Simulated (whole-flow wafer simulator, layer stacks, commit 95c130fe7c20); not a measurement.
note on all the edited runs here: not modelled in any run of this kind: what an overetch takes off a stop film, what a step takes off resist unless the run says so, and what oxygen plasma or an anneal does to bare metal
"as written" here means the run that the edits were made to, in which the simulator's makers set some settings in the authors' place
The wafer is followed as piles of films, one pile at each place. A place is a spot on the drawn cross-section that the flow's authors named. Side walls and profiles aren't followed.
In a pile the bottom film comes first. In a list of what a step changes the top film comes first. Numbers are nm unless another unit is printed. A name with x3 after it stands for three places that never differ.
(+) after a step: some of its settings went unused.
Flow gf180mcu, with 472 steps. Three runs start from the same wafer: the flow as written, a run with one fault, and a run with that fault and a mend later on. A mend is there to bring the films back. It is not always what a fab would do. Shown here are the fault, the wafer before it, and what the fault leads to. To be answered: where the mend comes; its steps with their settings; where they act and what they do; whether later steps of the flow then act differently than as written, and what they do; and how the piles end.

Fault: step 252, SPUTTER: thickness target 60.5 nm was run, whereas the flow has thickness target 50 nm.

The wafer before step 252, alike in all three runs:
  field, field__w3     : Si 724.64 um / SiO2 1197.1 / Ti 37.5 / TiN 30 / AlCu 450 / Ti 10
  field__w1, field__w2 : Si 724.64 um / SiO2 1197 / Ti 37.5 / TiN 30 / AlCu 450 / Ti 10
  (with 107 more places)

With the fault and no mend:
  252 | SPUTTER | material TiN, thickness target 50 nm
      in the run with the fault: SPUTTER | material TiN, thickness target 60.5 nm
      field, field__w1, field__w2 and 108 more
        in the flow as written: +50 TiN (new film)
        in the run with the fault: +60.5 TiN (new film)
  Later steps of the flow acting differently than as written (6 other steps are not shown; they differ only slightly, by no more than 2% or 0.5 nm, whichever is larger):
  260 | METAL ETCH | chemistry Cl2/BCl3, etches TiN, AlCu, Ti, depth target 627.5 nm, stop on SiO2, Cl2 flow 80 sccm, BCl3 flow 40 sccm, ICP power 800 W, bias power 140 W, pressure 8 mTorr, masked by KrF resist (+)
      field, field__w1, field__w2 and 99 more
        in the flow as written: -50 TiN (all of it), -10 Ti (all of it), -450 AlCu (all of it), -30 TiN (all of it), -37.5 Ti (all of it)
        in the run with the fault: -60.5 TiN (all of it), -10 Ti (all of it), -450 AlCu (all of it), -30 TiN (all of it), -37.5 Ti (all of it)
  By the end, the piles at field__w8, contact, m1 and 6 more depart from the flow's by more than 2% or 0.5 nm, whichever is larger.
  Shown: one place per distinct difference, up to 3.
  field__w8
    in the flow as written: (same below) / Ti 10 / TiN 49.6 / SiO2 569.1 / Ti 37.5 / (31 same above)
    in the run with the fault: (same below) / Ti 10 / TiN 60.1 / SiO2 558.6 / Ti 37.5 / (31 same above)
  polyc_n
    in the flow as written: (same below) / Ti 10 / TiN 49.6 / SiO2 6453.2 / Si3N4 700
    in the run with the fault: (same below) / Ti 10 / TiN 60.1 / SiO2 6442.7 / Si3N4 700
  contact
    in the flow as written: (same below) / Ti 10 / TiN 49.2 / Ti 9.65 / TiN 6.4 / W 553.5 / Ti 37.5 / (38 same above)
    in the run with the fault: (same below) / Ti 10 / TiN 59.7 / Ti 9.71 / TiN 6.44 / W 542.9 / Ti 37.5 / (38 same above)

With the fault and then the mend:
  The mend follows step 252.
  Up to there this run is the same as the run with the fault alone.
  252a | METAL ETCH | chemistry Cl2/BCl3, etches TiN, AlCu, Ti, depth target 10.5 nm, Cl2 flow 80 sccm, BCl3 flow 40 sccm, ICP power 800 W, bias power 140 W, pressure 8 mTorr
      field, field__w1, field__w2 and 108 more
        -10.5 TiN
  Later steps of the flow that are run all act as written at every place that is followed.
  By the end, the piles equal the flow's at every place that both follow.
